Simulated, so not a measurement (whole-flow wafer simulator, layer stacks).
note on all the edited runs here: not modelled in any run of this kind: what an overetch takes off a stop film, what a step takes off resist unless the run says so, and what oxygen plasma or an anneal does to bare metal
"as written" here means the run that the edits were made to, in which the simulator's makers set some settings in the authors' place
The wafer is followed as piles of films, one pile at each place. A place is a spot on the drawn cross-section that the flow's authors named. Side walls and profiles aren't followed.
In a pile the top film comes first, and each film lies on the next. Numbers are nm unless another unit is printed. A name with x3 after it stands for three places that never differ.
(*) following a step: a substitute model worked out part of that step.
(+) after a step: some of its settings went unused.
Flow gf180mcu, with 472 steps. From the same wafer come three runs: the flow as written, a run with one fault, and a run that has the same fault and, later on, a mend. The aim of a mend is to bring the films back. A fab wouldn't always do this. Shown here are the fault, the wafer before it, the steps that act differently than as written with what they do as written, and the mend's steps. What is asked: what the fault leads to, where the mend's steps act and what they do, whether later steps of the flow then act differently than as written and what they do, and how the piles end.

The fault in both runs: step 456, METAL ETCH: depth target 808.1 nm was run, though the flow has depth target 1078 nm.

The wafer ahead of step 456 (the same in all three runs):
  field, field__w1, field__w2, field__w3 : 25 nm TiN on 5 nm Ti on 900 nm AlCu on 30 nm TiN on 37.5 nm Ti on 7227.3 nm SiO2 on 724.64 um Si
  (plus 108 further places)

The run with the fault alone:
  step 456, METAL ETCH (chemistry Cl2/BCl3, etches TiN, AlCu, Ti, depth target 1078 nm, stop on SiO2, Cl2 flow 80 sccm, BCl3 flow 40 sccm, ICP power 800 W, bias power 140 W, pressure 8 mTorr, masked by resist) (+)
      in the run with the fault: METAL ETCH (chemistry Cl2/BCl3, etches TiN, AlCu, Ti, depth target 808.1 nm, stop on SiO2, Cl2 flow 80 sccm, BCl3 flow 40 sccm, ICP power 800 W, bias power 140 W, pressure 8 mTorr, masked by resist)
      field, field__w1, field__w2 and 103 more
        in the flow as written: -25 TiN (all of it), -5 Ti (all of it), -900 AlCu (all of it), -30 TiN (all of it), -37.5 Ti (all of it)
        in the run with the fault: -25 TiN (all of it), -5 Ti (all of it), -778.1 AlCu
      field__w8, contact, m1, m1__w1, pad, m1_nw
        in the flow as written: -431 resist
        in the run with the fault: -323.2 resist
  Steps further on in the flow that do not act as written:
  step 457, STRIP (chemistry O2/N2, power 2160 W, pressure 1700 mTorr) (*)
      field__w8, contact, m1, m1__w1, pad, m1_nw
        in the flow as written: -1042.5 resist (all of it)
        in the run with the fault: -1150.2 resist (all of it)
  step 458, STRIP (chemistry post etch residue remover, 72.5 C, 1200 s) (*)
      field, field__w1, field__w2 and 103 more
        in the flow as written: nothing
        in the run with the fault: -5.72 AlCu
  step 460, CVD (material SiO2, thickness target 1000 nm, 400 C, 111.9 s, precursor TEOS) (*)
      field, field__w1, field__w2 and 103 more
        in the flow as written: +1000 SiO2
        in the run with the fault: +1000 SiO2 (new film)
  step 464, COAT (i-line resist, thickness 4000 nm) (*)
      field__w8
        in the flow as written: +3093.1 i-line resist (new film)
        in the run with the fault: +3255.8 i-line resist (new film)
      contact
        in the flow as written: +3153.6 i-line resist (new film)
        in the run with the fault: +3299.2 i-line resist (new film)
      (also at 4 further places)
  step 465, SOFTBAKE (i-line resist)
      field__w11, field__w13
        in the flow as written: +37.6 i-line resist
        in the run with the fault: +28.1 i-line resist
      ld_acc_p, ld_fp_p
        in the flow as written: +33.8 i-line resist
        in the run with the fault: +25.2 i-line resist
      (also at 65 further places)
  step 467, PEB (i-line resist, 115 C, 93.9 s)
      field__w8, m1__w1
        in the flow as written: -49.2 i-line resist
        in the run with the fault: -52.5 i-line resist
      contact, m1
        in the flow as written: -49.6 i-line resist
        in the run with the fault: -52.8 i-line resist
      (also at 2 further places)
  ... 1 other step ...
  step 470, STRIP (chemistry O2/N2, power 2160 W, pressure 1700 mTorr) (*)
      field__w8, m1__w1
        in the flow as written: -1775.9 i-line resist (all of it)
        in the run with the fault: -1952 i-line resist (all of it)
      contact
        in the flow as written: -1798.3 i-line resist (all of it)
        in the run with the fault: -1968.2 i-line resist (all of it)
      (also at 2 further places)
  At field, field__w1, field__w2 and 103 more, the piles at the end differ from the flow's by more than 2% or 0.5 nm, whichever is larger.
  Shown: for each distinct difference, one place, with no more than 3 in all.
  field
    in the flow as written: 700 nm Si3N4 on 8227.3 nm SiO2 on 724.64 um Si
    in the run with the fault: 700 nm Si3N4 on 1000 nm SiO2 on 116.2 nm AlCu on 30 nm TiN on 37.5 nm Ti on 7227.3 nm SiO2 on 724.64 um Si
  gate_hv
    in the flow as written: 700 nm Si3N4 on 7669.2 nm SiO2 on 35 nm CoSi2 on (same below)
    in the run with the fault: 700 nm Si3N4 on 1000 nm SiO2 on 116.2 nm AlCu on 30 nm TiN on 37.5 nm Ti on 6669.2 nm SiO2 on 35 nm CoSi2 on (same below)
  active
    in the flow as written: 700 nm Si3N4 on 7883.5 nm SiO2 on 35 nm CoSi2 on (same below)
    in the run with the fault: 700 nm Si3N4 on 1000 nm SiO2 on 116.2 nm AlCu on 30 nm TiN on 37.5 nm Ti on 6883.5 nm SiO2 on 35 nm CoSi2 on (same below)

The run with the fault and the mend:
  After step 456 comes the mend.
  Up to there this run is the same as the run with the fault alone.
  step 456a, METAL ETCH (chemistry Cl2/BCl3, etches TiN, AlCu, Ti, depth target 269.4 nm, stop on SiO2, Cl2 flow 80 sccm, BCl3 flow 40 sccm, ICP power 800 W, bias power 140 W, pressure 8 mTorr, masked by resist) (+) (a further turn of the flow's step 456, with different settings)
      field, field__w1, field__w2 and 103 more
        -121.9 AlCu (all of it), -30 TiN (all of it), -37.5 Ti (all of it)
      field__w8, contact, m1, m1__w1, pad, m1_nw
        -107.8 resist
  Later steps of the flow that are run all act as written at every place that is followed.
  By the end, the piles equal the flow's at every place that both follow.
